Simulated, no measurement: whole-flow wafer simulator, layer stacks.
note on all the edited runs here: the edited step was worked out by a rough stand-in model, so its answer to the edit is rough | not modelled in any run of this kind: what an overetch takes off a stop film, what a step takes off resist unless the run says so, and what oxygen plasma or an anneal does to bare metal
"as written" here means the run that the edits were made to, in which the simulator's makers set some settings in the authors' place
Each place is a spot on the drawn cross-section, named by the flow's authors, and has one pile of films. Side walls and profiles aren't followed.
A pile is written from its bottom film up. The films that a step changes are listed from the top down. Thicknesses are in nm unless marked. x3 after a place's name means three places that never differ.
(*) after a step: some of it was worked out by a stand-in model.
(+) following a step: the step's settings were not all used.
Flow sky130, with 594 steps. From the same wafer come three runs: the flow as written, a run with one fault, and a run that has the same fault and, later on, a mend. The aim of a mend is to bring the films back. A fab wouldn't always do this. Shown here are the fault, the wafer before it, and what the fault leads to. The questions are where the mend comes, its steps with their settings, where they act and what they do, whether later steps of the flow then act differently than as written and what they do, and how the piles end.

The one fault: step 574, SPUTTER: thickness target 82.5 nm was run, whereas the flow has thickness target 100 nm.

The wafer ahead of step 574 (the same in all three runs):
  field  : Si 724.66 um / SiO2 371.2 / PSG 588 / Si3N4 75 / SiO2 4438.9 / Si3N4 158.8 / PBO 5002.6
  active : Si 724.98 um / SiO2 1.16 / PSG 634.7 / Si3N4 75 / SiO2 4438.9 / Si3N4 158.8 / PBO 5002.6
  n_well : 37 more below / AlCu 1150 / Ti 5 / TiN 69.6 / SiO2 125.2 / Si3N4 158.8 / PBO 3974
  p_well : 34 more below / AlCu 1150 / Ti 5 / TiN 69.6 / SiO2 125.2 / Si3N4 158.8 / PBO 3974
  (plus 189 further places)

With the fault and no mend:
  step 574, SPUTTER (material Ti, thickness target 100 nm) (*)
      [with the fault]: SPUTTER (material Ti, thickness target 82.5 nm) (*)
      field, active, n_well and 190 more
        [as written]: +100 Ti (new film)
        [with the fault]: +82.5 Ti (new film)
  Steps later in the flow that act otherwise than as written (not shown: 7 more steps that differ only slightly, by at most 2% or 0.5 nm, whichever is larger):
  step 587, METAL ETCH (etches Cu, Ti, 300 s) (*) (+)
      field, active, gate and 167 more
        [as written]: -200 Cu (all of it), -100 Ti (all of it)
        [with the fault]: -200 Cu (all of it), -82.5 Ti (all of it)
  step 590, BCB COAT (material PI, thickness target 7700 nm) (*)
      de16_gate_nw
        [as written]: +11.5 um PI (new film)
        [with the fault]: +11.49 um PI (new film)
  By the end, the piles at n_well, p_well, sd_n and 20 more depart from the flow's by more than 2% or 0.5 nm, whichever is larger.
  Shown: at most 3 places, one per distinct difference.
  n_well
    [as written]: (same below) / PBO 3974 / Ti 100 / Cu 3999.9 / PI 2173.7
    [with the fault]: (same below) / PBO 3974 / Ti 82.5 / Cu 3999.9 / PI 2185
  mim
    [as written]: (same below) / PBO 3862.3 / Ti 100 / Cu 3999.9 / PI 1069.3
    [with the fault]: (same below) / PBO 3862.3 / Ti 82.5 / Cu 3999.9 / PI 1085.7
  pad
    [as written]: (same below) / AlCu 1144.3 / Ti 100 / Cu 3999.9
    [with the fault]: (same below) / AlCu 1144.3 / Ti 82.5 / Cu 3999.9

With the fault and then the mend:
  The mend stands after step 574.
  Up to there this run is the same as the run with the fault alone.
  step 574a, SPUTTER (material Ti, thickness target 17.5 nm) (*) (a further turn of the flow's step 574, with different settings)
      field, active, n_well and 190 more
        +17.5 Ti
  Every later step of the flow that is run acts as written at every place that is followed.
  By the end, the piles equal the flow's at every place that both follow.
